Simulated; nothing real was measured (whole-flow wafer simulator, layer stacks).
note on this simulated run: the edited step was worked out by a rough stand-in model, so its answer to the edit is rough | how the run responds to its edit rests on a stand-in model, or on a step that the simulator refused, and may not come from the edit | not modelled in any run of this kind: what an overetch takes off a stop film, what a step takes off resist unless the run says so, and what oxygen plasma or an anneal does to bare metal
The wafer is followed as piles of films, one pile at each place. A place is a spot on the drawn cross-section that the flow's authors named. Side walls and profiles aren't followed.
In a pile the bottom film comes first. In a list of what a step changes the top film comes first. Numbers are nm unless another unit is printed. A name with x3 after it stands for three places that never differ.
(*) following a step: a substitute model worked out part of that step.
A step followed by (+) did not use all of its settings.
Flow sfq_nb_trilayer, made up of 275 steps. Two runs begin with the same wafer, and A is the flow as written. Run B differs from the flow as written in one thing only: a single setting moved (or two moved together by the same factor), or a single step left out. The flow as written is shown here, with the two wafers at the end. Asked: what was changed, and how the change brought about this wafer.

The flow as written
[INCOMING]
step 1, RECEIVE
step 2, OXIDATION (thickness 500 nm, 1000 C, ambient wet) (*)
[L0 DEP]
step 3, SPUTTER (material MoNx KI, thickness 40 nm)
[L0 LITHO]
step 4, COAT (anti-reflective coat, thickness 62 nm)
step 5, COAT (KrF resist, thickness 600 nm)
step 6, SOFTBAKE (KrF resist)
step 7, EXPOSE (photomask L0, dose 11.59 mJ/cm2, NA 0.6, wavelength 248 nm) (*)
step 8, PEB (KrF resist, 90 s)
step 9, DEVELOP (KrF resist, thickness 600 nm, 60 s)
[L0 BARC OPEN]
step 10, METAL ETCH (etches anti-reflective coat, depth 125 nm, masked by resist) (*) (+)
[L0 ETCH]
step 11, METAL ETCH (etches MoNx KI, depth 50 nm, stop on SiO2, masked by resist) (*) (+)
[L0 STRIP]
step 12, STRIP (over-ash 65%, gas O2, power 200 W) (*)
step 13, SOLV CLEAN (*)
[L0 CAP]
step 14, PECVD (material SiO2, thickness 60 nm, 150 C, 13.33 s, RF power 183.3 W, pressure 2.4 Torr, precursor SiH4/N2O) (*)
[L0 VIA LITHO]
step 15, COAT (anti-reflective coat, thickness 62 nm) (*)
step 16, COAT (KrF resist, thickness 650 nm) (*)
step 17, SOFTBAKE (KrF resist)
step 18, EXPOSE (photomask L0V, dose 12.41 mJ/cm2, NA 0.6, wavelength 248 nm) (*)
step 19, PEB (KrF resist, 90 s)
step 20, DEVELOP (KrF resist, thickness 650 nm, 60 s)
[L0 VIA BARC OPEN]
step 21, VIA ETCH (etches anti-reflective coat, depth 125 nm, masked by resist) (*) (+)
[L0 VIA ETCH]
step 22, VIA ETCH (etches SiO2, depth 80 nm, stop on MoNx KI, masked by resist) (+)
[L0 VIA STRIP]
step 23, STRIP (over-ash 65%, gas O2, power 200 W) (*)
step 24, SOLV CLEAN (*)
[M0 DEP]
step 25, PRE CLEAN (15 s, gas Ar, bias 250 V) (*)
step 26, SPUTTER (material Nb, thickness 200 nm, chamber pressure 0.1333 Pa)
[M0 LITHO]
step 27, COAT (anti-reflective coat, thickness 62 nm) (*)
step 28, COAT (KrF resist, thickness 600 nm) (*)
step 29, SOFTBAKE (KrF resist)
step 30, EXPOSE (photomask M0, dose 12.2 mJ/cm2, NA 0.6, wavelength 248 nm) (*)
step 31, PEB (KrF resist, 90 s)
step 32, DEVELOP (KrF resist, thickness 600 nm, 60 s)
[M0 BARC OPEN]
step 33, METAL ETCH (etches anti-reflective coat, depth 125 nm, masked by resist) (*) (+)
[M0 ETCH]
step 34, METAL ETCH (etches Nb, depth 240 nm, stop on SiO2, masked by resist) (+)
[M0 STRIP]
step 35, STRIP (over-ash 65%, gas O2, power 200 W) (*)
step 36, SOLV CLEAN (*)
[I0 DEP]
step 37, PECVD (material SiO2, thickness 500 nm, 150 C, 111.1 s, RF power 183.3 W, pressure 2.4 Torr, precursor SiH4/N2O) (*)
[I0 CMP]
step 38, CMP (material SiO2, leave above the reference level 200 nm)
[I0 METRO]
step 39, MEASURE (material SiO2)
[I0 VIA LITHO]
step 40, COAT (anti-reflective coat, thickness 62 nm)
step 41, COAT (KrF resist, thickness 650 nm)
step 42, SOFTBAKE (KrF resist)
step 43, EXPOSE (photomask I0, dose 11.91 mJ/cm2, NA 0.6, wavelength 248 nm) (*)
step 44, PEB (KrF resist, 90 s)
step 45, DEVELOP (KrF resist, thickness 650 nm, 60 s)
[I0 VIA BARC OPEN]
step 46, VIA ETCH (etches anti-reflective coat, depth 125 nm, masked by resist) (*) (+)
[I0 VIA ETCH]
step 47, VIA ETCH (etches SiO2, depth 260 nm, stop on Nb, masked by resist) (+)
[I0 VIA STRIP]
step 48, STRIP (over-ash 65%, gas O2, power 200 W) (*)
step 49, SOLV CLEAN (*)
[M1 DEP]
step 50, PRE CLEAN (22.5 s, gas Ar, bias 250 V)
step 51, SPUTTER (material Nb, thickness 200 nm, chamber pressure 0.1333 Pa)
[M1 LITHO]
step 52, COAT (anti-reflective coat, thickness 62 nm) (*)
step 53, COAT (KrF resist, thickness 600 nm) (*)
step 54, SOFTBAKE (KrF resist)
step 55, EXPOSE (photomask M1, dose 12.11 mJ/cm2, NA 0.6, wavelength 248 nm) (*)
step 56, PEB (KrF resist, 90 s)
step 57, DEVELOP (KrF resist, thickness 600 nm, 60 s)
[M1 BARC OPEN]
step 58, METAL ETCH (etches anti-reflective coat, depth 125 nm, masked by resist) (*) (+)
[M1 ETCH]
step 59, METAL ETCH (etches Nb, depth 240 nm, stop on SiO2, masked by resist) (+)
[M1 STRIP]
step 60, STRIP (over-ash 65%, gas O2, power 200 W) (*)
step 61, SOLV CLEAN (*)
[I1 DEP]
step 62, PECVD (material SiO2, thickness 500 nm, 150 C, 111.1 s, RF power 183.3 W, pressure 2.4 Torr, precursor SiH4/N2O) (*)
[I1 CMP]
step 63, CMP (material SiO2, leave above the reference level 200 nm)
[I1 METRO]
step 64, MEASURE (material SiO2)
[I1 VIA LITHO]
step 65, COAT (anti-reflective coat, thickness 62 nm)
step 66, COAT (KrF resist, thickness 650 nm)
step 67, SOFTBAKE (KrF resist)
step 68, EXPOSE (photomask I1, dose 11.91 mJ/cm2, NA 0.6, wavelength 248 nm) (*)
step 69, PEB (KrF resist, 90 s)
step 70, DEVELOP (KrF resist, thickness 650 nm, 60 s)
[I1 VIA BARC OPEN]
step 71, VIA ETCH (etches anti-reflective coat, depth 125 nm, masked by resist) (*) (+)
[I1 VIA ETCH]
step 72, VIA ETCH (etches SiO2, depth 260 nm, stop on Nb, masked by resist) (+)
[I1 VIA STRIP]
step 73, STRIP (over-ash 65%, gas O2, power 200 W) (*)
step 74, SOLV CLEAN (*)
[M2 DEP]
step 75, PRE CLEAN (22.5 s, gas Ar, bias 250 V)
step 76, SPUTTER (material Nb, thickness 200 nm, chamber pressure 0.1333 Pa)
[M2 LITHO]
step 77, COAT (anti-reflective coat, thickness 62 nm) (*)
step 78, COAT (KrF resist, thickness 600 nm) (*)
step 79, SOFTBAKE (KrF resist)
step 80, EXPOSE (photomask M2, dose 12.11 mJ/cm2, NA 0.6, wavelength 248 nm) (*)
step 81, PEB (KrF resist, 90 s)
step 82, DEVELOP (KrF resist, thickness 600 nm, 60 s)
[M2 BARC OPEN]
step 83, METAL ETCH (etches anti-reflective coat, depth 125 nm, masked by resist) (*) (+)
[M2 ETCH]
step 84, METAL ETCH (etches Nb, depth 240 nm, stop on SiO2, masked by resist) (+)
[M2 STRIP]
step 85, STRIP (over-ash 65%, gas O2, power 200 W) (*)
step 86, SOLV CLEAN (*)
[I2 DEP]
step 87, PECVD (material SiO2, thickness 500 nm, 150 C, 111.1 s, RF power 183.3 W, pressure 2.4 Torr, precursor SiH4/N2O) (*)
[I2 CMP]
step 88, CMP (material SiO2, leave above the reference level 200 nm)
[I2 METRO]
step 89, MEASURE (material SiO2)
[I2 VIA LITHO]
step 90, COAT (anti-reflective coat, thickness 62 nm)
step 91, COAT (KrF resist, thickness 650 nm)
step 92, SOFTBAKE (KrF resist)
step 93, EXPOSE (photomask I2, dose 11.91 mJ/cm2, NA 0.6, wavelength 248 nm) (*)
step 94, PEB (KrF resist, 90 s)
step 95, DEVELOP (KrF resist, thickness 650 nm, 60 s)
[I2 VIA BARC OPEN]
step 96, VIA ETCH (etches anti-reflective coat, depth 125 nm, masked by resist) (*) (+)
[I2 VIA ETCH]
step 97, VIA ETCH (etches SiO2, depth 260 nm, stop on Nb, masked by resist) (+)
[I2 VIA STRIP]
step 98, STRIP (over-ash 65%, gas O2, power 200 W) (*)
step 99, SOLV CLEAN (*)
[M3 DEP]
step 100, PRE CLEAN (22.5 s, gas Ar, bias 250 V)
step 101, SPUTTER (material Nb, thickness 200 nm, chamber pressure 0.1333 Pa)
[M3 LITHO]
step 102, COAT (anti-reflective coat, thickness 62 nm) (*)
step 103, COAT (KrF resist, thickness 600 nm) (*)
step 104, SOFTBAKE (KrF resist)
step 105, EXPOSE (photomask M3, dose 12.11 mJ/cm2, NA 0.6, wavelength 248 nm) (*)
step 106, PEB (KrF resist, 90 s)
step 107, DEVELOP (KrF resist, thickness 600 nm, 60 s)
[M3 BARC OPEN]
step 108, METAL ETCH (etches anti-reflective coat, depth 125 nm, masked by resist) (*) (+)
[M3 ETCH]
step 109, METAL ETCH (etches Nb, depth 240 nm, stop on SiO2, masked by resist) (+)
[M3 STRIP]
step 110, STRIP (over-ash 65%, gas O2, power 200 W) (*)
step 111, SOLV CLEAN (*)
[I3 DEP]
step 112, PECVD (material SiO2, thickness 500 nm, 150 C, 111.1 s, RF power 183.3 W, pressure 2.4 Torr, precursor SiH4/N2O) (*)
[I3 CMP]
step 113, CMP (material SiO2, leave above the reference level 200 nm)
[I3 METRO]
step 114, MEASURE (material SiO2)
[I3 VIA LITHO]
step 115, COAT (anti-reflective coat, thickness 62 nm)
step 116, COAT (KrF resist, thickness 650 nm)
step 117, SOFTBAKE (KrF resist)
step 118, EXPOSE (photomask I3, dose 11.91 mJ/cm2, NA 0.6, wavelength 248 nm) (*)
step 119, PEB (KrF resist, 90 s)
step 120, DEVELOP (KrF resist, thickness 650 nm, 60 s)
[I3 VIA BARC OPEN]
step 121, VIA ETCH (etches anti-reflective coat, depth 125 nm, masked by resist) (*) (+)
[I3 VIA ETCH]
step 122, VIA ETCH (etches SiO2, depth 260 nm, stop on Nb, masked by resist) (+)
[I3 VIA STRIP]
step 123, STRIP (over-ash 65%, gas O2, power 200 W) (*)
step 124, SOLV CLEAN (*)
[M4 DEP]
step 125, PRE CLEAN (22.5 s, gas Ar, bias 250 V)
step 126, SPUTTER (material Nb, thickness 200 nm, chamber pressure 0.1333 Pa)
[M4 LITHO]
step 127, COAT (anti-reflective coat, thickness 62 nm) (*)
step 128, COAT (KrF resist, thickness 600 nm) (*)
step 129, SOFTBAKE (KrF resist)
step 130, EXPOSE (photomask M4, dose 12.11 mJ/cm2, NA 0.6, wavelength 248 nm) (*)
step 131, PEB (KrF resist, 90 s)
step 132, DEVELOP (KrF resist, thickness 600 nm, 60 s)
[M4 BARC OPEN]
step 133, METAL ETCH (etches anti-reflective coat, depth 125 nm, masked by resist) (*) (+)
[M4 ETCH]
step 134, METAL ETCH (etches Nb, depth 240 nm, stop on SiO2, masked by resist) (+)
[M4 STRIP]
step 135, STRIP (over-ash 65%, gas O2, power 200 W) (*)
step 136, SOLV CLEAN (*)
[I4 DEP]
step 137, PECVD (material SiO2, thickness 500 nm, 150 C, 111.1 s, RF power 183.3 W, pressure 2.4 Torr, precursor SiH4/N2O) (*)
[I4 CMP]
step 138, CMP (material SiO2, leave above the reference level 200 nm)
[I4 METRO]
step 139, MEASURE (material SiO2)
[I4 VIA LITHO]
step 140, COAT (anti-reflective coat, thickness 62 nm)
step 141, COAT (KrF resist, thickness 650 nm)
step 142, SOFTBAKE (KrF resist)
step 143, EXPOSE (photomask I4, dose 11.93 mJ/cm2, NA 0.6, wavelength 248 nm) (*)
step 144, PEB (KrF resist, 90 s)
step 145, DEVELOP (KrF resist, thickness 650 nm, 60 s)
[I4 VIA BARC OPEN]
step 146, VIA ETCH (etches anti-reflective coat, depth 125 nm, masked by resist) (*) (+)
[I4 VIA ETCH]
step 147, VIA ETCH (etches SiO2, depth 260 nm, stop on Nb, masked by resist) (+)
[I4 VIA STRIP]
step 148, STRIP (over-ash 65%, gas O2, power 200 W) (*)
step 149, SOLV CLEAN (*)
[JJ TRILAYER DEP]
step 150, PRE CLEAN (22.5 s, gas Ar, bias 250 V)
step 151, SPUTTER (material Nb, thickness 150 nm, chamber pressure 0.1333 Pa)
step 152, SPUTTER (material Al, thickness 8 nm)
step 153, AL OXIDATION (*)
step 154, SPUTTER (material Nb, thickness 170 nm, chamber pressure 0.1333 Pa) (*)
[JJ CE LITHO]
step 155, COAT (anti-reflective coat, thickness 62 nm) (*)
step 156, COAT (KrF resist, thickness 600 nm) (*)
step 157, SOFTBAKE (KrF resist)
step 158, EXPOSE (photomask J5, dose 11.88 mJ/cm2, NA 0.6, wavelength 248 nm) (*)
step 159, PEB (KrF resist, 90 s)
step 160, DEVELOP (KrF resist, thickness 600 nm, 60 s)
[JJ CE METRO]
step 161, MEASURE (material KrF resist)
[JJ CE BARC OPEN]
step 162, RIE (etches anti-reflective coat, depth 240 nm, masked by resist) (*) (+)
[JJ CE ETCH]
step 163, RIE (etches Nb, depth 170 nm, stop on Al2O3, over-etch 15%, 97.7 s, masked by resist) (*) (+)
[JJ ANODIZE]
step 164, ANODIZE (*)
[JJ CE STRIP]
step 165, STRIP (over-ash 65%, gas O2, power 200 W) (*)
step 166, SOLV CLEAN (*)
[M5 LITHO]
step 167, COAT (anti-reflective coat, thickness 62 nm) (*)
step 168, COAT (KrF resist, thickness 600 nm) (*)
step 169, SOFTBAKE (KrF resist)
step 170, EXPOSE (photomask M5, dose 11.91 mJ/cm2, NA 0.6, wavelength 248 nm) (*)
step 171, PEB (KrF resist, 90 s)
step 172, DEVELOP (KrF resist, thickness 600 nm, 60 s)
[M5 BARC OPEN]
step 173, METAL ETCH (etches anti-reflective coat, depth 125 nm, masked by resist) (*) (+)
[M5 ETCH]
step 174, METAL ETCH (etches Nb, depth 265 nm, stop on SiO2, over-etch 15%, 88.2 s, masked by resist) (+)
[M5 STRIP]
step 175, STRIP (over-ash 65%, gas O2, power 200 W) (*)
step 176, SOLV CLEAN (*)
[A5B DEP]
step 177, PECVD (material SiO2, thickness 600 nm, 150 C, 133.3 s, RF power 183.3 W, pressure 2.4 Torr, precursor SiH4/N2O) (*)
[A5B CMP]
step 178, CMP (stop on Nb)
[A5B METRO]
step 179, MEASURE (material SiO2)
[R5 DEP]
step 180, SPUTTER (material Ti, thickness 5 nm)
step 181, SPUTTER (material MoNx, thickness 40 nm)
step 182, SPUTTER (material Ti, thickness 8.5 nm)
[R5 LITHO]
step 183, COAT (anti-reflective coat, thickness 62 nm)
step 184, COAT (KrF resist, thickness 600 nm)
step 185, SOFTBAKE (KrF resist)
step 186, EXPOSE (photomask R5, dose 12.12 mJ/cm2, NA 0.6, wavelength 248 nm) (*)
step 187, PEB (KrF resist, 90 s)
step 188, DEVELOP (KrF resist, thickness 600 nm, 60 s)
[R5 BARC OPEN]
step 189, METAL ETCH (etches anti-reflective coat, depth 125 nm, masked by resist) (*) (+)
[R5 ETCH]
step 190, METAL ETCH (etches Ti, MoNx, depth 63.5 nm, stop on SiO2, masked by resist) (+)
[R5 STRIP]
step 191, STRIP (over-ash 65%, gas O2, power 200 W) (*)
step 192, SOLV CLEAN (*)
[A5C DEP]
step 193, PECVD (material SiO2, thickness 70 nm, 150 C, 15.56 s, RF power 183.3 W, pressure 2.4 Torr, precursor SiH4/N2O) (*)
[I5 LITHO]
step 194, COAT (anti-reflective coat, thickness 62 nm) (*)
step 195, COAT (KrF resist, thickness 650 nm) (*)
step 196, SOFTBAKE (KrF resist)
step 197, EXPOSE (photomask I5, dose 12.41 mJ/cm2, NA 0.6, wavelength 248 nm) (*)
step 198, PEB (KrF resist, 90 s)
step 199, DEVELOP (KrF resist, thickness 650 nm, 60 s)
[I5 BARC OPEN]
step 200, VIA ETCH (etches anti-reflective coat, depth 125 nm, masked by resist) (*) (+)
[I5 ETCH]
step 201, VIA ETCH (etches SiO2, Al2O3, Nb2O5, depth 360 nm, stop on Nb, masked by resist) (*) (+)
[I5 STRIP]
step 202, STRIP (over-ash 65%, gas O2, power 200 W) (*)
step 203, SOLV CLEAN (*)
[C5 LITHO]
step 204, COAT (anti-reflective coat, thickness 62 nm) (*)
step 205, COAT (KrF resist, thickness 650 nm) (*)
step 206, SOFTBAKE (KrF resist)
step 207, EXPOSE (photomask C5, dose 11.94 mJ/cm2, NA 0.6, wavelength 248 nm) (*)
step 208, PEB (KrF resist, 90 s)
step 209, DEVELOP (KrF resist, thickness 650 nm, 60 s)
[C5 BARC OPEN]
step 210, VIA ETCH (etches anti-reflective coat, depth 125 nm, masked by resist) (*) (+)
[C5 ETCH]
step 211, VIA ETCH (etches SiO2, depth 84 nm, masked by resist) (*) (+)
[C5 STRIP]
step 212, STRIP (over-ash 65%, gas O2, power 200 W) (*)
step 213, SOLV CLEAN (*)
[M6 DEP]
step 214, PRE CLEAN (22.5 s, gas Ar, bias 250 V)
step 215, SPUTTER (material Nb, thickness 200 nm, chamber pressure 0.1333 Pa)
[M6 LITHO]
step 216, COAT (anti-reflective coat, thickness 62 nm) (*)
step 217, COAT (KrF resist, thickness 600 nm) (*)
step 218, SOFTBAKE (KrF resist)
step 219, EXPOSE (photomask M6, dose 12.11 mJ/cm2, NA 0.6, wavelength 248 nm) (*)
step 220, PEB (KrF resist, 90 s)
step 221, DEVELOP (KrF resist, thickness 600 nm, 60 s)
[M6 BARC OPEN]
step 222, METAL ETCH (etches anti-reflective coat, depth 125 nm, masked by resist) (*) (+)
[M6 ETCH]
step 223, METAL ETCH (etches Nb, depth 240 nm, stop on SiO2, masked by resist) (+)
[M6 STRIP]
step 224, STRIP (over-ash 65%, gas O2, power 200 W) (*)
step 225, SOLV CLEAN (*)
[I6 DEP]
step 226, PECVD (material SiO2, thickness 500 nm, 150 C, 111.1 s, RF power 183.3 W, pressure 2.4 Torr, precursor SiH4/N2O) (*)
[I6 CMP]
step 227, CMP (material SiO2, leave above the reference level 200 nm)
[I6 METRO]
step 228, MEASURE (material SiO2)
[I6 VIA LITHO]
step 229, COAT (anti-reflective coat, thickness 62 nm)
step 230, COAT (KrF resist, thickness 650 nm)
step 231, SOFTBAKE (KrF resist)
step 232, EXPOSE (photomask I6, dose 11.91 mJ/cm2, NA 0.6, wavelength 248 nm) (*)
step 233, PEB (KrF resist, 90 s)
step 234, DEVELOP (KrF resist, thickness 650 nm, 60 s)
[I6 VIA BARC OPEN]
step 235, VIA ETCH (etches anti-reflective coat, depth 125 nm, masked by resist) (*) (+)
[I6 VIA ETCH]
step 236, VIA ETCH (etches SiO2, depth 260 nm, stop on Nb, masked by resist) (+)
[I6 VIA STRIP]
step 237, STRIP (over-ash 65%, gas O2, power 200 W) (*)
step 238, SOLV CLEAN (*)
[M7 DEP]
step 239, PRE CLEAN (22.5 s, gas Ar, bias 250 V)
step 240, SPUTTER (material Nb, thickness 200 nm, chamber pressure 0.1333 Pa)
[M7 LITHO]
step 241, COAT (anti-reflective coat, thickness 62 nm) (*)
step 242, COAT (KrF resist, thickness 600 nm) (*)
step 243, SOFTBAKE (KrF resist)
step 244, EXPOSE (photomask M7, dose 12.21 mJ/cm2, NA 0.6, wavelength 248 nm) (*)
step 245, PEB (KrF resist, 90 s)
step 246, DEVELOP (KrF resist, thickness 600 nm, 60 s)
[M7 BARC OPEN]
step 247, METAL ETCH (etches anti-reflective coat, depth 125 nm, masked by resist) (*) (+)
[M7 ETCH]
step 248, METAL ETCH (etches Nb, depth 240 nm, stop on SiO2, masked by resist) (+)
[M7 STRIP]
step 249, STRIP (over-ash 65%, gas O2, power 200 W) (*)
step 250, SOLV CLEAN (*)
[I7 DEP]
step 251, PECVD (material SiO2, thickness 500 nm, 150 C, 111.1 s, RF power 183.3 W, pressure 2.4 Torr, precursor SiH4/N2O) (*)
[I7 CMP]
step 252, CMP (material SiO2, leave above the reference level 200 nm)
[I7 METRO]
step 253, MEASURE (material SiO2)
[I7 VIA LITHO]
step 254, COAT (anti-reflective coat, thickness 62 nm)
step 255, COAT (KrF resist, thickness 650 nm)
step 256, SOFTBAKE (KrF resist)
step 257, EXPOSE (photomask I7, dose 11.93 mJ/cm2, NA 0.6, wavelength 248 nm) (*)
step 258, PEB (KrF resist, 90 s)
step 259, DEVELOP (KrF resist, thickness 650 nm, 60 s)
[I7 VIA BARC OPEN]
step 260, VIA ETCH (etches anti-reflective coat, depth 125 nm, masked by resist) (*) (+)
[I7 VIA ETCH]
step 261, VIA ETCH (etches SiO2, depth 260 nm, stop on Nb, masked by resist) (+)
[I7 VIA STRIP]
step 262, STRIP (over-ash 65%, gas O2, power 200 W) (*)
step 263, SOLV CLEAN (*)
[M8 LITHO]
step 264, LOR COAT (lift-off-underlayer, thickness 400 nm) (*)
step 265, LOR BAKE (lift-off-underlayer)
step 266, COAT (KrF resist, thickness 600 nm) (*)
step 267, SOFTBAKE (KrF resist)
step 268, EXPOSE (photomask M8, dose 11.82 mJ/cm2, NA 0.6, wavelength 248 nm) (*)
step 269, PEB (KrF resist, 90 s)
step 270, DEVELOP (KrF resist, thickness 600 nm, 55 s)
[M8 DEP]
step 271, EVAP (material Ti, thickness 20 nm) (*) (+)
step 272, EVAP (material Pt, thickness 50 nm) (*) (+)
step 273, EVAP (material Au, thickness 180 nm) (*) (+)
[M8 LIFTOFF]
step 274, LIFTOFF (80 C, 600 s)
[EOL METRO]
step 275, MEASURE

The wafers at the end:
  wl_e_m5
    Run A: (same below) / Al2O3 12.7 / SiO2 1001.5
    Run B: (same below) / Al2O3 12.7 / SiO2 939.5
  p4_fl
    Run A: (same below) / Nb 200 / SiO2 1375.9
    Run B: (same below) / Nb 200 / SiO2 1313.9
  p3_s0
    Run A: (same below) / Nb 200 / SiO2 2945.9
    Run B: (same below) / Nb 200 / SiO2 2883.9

What caused this: step 251, PECVD: thickness 338 nm was run, though the flow has thickness 500 nm; step 251, PECVD: 75 s was run, where the flow has 111.1 s.

Step by step, how the change led to this:
  step 251, PECVD (material SiO2, thickness 500 nm, 150 C, 111.1 s, RF power 183.3 W, pressure 2.4 Torr, precursor SiH4/N2O) (*)
      field_l, p4_fl, p4_fm and 56 more: A SiO2 gains 500 | B SiO2 gains 338
      v_sur, via_wl, via_w and 37 more: A SiO2 gains 500 (new film) | B SiO2 gains 338 (new film)
      (as well as at 7 more places)
  step 252, CMP (material SiO2, leave above the reference level 200 nm)
      field_l, p4_fl, p4_fm and 56 more: A SiO2 loses 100 | B nothing
      field_r, lsp_l: A SiO2 loses 77.7 | B nothing
      (as well as at 45 more places)
  step 254, COAT (anti-reflective coat, thickness 62 nm)
      be_sur, gap, jj_sur, ce_l, c5j, ce_r, sp_r, be_r: A anti-reflective coat gains 62 (new film) | B anti-reflective coat gains 59.2 (new film)
      wl_j_sl, wl_jj, wl_j_sr, wl_a_sl, wl_g_sr: A anti-reflective coat gains 62 (new film) | B anti-reflective coat gains 60.5 (new film)
      (as well as at 74 more places)
  step 255, COAT (KrF resist, thickness 650 nm)
      field_l: A KrF resist gains 650 (new film) | B KrF resist gains 663.7 (new film)
      v_sur: A KrF resist gains 650 (new film) | B KrF resist gains 630.8 (new film)
      (as well as at 23 more places)
  step 259, DEVELOP (KrF resist, thickness 650 nm, 60 s)
      via_wl: A KrF resist loses 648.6 (all of it) | B KrF resist loses 627 (all of it)
      via_w: A KrF resist loses 648.6 (all of it) | B KrF resist loses 630.9 (all of it)
      (as well as at 1 more place)
  step 260, VIA ETCH (etches anti-reflective coat, depth 125 nm, masked by resist) (*) (+)
      field_l, v_sur, via_sp and 100 more: A KrF resist loses 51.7 | B KrF resist loses 48.7
      via_wl, via_w: A anti-reflective coat loses 62 (all of it), SiO2 loses 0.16 | B anti-reflective coat loses 58.4 (all of it), SiO2 loses 0.15
      (as well as at 1 more place)
  step 262, STRIP (over-ash 65%, gas O2, power 200 W) (*)
      m0r_line_l, m0r_line_r, m6r_line_l, m6r_line_r: A KrF resist loses 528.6 (all of it), anti-reflective coat loses 62 (all of it) | B KrF resist loses 543.4 (all of it), anti-reflective coat loses 63.6 (all of it)
      m0r_space_l, m0r_space_r, m6r_space_l, m6r_space_r: A KrF resist loses 528.6 (all of it), anti-reflective coat loses 62 (all of it) | B KrF resist loses 538.5 (all of it), anti-reflective coat loses 70.8 (all of it)
      (as well as at 76 more places)
  step 264, LOR COAT (lift-off-underlayer, thickness 400 nm) (*)
      m0r_line_l, m0r_line_r, m6r_line_l, m6r_line_r: A lift-off-underlayer gains 400 (new film) | B lift-off-underlayer gains 414.7 (new film)
      m0r_space_l, m0r_space_r, m6r_space_l, m6r_space_r: A lift-off-underlayer gains 400 (new film) | B lift-off-underlayer gains 419.2 (new film)
      (as well as at 63 more places)
  step 266, COAT (KrF resist, thickness 600 nm) (*)
      l0v: A KrF resist gains 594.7 (new film) | B KrF resist gains 607.7 (new film)
  step 270, DEVELOP (KrF resist, thickness 600 nm, 55 s)
      field_l: A KrF resist loses 593.7 (all of it), lift-off-underlayer loses 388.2 (all of it) | B KrF resist loses 600.5 (all of it), lift-off-underlayer loses 410.4 (all of it)
      v_sur: A KrF resist loses 607.3 (all of it), lift-off-underlayer loses 369.4 (all of it) | B KrF resist loses 599.7 (all of it), lift-off-underlayer loses 348.3 (all of it)
      (as well as at 9 more places)
  step 274, LIFTOFF (80 C, 600 s)
      m0r_line_l, m0r_line_r, m6r_line_l, m6r_line_r: A Au loses 180 (all of it), Pt loses 50 (all of it), Ti loses 20 (all of it), KrF resist loses 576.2 (all of it), lift-off-underlayer loses 400 (all of it) | B Au loses 180 (all of it), Pt loses 50 (all of it), Ti loses 20 (all of it), KrF resist loses 581.1 (all of it), lift-off-underlayer loses 414.7 (all of it)
      m0r_space_l, m0r_space_r, m6r_space_l, m6r_space_r: A Au loses 180 (all of it), Pt loses 50 (all of it), Ti loses 20 (all of it), KrF resist loses 576.2 (all of it), lift-off-underlayer loses 400 (all of it) | B Au loses 180 (all of it), Pt loses 50 (all of it), Ti loses 20 (all of it), KrF resist loses 577.5 (all of it), lift-off-underlayer loses 419.2 (all of it)
      (as well as at 52 more places)
